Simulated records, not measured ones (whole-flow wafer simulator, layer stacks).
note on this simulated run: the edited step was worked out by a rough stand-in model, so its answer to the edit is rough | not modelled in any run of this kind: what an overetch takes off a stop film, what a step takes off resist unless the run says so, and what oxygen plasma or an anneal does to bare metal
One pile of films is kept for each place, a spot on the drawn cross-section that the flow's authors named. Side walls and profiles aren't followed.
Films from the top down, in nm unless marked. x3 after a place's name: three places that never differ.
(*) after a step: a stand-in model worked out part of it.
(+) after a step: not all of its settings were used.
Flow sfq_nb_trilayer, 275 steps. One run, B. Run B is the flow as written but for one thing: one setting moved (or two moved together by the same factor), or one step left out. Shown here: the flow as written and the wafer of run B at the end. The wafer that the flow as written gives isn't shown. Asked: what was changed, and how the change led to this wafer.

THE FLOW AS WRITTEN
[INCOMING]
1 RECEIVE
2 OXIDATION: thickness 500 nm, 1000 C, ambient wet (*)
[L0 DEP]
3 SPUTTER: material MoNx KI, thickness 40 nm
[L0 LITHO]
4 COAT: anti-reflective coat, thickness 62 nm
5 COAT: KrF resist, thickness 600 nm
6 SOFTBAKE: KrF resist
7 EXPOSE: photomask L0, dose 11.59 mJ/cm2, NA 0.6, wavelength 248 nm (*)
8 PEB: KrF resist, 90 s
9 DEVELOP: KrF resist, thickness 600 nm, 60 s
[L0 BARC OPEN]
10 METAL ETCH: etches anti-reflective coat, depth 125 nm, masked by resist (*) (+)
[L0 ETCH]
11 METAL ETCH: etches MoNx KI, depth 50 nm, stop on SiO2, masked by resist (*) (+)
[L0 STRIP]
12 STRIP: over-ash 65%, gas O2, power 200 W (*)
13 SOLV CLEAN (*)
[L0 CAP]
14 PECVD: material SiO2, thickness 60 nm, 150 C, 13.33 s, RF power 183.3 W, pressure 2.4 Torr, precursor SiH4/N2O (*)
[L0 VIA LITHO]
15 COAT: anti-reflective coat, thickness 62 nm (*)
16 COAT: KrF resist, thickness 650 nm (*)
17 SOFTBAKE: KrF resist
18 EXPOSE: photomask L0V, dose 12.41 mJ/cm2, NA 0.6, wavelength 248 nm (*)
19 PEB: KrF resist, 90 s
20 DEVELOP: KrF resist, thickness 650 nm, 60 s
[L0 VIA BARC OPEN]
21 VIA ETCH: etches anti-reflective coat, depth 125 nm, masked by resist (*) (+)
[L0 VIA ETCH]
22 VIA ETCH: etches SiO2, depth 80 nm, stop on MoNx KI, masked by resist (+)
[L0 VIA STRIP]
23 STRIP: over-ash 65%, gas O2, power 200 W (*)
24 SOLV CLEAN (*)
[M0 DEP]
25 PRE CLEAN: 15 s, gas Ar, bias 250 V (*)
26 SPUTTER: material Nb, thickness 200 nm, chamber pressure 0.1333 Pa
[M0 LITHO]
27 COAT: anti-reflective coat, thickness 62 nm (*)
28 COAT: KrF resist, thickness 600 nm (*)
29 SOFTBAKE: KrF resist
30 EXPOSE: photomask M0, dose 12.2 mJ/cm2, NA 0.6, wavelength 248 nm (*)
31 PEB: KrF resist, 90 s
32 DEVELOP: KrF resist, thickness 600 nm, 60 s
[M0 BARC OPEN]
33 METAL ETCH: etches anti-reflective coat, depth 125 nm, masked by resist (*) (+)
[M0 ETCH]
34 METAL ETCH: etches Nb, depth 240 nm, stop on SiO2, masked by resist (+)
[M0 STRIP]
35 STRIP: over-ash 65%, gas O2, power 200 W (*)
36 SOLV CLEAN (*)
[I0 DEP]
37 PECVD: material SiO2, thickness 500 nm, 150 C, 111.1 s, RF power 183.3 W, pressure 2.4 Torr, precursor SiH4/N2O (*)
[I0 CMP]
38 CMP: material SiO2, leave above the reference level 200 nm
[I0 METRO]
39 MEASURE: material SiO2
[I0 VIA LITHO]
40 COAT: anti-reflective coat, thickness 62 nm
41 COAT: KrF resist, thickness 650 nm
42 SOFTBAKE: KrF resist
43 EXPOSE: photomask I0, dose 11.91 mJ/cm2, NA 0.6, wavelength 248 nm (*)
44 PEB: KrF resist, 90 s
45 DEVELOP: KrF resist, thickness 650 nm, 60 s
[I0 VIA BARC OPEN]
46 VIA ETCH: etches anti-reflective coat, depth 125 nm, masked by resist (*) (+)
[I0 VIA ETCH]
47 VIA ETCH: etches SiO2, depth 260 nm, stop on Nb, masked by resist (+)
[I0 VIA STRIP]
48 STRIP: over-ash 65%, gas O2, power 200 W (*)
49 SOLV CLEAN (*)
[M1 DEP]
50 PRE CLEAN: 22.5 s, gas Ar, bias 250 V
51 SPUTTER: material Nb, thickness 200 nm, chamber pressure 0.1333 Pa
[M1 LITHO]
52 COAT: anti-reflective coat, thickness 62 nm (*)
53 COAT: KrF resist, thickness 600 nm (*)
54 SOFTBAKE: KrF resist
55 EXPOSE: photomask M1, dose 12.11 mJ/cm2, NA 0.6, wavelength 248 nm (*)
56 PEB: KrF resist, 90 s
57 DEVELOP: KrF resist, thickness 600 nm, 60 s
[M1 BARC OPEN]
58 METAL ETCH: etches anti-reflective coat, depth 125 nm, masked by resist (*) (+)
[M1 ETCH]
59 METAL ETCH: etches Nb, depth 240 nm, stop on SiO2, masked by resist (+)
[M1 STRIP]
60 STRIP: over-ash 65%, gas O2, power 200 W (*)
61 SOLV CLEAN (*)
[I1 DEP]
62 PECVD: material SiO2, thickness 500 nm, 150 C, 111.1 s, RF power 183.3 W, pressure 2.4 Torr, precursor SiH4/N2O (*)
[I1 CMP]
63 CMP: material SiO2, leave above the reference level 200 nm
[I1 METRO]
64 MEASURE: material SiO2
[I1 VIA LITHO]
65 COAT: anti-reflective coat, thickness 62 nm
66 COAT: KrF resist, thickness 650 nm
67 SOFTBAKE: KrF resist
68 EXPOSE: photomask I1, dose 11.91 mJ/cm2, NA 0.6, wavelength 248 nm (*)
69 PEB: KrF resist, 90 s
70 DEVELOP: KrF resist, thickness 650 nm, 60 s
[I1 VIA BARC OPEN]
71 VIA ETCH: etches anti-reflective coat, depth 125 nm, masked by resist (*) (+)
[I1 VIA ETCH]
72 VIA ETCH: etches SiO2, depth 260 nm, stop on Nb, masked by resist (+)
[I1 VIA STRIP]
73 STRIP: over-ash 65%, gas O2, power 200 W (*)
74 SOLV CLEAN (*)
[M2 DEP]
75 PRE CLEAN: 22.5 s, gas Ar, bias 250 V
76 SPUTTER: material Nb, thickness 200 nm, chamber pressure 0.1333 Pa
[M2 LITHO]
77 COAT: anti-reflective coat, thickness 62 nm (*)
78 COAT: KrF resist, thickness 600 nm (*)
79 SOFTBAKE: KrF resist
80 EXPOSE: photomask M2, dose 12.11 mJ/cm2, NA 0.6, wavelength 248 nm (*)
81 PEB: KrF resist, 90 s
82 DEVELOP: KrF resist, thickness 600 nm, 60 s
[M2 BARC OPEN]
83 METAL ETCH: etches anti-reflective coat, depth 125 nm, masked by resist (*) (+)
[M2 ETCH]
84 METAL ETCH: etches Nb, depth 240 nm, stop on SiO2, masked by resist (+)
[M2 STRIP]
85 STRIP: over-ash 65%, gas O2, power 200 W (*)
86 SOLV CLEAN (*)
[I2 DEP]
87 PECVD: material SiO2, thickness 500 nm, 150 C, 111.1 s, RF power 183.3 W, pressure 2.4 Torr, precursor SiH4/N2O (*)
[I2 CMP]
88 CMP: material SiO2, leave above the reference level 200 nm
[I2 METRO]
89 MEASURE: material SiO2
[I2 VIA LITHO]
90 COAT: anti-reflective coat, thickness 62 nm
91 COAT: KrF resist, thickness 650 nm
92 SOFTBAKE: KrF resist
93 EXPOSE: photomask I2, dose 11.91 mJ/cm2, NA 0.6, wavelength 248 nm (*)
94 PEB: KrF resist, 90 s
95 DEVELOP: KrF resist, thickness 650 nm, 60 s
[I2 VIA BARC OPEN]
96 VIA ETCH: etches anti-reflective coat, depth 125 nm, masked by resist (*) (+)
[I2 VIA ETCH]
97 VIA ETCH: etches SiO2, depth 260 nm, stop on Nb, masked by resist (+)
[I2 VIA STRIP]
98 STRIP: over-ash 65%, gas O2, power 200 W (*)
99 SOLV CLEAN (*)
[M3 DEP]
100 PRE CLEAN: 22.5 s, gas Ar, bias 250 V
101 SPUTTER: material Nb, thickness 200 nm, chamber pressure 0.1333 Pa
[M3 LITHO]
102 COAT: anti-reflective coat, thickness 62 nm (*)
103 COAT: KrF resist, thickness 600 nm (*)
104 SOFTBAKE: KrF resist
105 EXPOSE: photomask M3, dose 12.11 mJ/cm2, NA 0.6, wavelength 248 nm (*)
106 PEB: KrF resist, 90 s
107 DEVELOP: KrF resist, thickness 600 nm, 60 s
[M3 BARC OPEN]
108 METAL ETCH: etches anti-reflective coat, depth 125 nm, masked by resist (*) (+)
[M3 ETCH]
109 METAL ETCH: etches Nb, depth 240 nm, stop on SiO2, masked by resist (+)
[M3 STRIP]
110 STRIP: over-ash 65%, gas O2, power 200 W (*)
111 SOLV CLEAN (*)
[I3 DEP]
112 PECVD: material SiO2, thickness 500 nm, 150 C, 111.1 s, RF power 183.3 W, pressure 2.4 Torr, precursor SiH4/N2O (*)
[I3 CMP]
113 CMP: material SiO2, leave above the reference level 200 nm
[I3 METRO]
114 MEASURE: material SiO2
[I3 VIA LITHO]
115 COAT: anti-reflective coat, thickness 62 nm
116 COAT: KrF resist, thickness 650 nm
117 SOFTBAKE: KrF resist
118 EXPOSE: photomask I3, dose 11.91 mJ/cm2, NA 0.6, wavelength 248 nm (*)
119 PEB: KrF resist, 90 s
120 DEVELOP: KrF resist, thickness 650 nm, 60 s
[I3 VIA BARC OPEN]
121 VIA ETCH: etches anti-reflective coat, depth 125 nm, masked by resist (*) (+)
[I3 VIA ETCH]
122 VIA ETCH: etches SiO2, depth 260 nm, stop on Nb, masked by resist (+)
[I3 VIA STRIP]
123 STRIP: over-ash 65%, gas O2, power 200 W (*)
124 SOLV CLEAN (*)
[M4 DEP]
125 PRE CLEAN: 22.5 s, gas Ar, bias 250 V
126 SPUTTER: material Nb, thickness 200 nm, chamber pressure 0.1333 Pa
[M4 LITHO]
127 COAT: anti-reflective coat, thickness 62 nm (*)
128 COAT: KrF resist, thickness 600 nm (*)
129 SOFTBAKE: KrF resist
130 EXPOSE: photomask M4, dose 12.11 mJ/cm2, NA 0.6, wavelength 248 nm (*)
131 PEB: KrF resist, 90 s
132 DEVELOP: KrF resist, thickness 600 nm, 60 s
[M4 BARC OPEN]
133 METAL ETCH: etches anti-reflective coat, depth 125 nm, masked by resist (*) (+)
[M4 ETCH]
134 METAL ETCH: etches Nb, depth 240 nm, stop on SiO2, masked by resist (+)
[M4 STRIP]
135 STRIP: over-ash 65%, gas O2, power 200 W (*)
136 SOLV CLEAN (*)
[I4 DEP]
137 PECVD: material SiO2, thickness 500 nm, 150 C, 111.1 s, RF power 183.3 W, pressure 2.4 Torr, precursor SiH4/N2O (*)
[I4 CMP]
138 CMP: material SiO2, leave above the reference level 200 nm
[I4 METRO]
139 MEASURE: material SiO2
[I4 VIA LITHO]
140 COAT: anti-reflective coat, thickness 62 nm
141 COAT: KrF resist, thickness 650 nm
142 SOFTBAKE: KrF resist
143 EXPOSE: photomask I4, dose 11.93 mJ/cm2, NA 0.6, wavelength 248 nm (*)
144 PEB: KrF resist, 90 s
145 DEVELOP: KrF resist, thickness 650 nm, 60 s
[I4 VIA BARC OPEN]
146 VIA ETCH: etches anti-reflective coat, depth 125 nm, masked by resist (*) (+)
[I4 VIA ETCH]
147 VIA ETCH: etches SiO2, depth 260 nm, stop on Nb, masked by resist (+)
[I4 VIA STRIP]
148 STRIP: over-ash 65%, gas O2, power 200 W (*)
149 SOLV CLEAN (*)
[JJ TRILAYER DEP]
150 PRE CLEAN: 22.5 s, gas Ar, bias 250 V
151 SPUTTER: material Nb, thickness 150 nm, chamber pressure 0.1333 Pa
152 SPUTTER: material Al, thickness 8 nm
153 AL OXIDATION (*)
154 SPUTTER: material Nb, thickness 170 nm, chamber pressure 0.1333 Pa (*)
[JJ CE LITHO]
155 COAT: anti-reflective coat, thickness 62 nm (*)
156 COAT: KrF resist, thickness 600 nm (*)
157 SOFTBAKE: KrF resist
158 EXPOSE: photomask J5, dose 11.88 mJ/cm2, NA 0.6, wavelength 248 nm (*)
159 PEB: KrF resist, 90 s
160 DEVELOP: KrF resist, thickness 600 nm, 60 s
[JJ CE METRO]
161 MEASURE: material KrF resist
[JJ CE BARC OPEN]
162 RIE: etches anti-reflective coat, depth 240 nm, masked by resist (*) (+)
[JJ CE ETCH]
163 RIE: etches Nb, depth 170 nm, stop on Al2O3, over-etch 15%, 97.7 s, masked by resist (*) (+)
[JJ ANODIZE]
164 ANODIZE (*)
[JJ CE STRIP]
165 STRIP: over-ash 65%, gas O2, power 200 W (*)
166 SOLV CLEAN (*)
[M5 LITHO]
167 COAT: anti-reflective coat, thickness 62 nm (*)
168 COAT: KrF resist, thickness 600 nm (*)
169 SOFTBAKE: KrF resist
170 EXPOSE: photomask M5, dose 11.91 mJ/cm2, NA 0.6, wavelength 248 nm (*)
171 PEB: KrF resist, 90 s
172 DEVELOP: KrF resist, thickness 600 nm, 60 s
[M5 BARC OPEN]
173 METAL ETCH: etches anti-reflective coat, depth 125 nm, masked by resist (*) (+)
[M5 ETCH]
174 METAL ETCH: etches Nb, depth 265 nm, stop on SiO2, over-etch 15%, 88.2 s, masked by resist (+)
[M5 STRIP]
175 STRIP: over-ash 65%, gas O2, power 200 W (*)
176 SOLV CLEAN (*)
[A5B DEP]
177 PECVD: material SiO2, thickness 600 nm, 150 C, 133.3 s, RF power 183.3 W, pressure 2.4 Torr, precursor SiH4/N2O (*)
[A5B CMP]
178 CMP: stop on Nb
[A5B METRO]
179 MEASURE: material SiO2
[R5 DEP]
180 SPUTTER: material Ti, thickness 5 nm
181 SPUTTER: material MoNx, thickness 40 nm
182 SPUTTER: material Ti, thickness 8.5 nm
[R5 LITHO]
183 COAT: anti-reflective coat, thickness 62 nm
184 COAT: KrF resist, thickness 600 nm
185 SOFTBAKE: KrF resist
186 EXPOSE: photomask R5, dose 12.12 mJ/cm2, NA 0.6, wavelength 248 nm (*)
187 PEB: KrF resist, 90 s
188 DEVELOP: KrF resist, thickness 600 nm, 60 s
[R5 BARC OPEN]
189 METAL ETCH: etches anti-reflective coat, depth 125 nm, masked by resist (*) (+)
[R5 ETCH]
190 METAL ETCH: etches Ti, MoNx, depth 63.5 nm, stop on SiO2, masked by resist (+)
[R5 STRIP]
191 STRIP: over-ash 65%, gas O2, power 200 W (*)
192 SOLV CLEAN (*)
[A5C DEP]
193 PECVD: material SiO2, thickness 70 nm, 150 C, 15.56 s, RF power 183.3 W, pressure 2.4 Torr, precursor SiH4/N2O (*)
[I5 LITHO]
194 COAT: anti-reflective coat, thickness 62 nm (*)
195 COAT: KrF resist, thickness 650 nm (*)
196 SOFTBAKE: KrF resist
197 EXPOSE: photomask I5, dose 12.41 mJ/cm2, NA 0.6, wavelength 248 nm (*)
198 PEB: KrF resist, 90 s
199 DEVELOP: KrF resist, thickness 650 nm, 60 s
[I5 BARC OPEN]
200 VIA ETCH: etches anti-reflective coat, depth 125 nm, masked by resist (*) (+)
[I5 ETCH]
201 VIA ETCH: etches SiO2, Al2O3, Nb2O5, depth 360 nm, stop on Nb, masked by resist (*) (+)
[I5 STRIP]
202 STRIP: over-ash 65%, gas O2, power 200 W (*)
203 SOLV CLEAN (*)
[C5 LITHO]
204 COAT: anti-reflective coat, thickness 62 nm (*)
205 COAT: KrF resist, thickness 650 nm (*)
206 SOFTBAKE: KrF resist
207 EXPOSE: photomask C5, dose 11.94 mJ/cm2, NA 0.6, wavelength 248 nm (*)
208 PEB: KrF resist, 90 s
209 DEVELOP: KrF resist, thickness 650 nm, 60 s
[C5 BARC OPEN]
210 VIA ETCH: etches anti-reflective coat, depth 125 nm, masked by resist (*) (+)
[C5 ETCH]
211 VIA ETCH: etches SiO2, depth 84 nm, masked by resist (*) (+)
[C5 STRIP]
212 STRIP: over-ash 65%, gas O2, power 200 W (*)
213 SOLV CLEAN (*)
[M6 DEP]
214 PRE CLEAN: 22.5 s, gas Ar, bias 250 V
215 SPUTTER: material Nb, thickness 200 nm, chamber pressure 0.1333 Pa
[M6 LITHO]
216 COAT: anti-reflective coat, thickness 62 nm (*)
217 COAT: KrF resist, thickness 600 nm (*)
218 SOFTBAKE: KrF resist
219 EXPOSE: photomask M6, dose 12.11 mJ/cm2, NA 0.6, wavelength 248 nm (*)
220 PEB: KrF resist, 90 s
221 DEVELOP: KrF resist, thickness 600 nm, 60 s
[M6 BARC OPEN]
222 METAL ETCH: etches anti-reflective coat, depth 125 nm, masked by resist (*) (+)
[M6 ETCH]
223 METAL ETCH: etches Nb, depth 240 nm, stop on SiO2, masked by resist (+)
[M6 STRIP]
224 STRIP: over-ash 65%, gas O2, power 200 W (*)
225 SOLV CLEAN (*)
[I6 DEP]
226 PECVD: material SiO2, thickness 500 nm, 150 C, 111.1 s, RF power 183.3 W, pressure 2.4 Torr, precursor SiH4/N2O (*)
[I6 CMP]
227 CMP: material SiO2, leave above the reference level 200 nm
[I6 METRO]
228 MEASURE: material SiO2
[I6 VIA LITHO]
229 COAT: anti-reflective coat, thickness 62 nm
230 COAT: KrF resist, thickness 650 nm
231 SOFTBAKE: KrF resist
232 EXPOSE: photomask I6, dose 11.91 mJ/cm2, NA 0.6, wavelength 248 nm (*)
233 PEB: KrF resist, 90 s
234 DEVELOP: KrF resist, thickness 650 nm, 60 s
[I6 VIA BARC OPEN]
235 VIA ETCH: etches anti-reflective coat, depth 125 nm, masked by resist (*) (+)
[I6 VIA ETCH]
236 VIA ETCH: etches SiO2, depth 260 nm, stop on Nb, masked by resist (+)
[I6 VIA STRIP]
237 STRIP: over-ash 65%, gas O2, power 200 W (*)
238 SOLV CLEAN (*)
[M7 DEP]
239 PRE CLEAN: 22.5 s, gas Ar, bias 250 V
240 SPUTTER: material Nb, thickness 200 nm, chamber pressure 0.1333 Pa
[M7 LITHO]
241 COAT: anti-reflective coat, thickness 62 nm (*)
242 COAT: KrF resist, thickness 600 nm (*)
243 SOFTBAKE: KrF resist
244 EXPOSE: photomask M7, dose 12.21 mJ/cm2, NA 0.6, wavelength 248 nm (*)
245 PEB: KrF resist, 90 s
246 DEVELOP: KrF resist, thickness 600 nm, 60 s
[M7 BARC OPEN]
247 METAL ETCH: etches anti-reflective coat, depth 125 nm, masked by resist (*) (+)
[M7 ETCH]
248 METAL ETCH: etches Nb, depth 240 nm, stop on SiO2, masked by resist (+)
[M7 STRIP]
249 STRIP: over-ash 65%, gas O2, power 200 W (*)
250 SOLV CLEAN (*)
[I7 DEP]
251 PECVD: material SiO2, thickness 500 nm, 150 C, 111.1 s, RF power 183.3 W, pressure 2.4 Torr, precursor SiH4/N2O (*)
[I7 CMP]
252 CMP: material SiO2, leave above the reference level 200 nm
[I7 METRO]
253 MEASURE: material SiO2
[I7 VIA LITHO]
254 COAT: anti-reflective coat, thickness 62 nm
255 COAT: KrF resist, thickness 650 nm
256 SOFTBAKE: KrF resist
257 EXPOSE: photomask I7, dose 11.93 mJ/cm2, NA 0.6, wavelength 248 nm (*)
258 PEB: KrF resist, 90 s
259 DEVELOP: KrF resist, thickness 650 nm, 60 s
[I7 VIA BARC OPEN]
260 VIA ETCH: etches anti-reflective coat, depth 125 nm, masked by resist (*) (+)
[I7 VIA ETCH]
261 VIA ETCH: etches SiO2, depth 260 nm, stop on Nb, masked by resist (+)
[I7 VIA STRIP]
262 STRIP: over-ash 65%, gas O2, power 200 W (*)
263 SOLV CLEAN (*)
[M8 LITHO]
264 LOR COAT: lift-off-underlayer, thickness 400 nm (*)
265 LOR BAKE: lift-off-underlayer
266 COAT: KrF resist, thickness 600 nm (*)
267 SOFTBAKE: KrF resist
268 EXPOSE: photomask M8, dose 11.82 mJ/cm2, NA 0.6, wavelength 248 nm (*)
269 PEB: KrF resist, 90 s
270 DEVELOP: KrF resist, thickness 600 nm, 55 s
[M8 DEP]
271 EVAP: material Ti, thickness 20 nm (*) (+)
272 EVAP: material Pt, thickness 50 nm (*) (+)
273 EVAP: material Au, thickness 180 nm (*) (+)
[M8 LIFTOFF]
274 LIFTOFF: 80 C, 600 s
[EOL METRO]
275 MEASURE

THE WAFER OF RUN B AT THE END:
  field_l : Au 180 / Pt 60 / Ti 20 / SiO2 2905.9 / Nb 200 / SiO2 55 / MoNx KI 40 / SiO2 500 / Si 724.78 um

The cause: step 272, EVAP: thickness 60 nm was run, where the flow has thickness 50 nm.
It can be read off the wafer: field_l has Pt 60, and step 272 as written asks for 50 nm.

How the change led to this, step by step:
  272 EVAP: material Pt, thickness 50 nm (*) (+)
      field_l, v_sur, via_wl and 103 more: Pt +60 (new film) (as written it would be: Pt +50 (new film))
  274 LIFTOFF: 80 C, 600 s
      p4_fl x3, p4_w1 x9, p4_g1 x2 and 60 more: Au -180 (all of it), Pt -60 (all of it), Ti -20 (all of it), KrF resist -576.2 (all of it), lift-off-underlayer -400 (all of it) (as written it would be: Au -180 (all of it), Pt -50 (all of it), Ti -20 (all of it), KrF resist -576.2 (all of it), lift-off-underlayer -400 (all of it))
      c5j, ce_r: Au -180 (all of it), Pt -60 (all of it), Ti -20 (all of it), KrF resist -573.3 (all of it), lift-off-underlayer -399.3 (all of it) (as written it would be: Au -180 (all of it), Pt -50 (all of it), Ti -20 (all of it), KrF resist -573.3 (all of it), lift-off-underlayer -399.3 (all of it))
      (and at 19 more places)
